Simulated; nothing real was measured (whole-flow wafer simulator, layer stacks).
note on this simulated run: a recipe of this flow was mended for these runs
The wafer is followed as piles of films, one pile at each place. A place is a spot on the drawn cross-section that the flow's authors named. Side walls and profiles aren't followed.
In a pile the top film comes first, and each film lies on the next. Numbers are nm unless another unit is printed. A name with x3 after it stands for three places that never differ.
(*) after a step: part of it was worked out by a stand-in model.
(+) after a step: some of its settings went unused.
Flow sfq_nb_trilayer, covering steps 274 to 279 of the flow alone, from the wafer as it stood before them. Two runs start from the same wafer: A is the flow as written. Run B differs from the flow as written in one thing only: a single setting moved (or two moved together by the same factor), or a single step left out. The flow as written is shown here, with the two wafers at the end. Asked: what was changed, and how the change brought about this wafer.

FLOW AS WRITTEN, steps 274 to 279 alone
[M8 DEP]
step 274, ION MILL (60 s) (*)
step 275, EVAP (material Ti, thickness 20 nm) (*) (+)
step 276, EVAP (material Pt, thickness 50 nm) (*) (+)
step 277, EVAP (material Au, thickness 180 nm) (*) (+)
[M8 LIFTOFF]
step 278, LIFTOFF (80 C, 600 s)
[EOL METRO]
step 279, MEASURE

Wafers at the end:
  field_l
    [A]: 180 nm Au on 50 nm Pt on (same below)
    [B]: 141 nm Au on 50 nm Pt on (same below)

Cause: step 277, EVAP: thickness 141 nm was run, while the flow as written has thickness 180 nm.
One can read it off the wafer: field_l has Au 141, and step 277 as written asks for 180 nm.

How this came from the change, step by step:
  step 277, EVAP (material Au, thickness 180 nm) (*) (+)
      field_l, v_sur x3, via_wl x2 and 100 more: A Au gains 180 (new film) | B Au gains 141 (new film)
  step 278, LIFTOFF (80 C, 600 s)
      p4_fl x5, p4_w1 x9, p3_s0 x11 and 49 more: A Au loses 180 (all of it), Pt loses 50 (all of it), Ti loses 20 (all of it), KrF-resist-other-grade loses 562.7 (all of it), lift-off-underlayer loses 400 (all of it) | B Au loses 141 (all of it), Pt loses 50 (all of it), Ti loses 20 (all of it), KrF-resist-other-grade loses 562.7 (all of it), lift-off-underlayer loses 400 (all of it)
      r_sur, res, r_end: A Au loses 180 (all of it), Pt loses 50 (all of it), Ti loses 20 (all of it), KrF-resist-other-grade loses 559.9 (all of it), lift-off-underlayer loses 399.5 (all of it) | B Au loses 141 (all of it), Pt loses 50 (all of it), Ti loses 20 (all of it), KrF-resist-other-grade loses 559.9 (all of it), lift-off-underlayer loses 399.5 (all of it)
      (and at 18 other places as well)
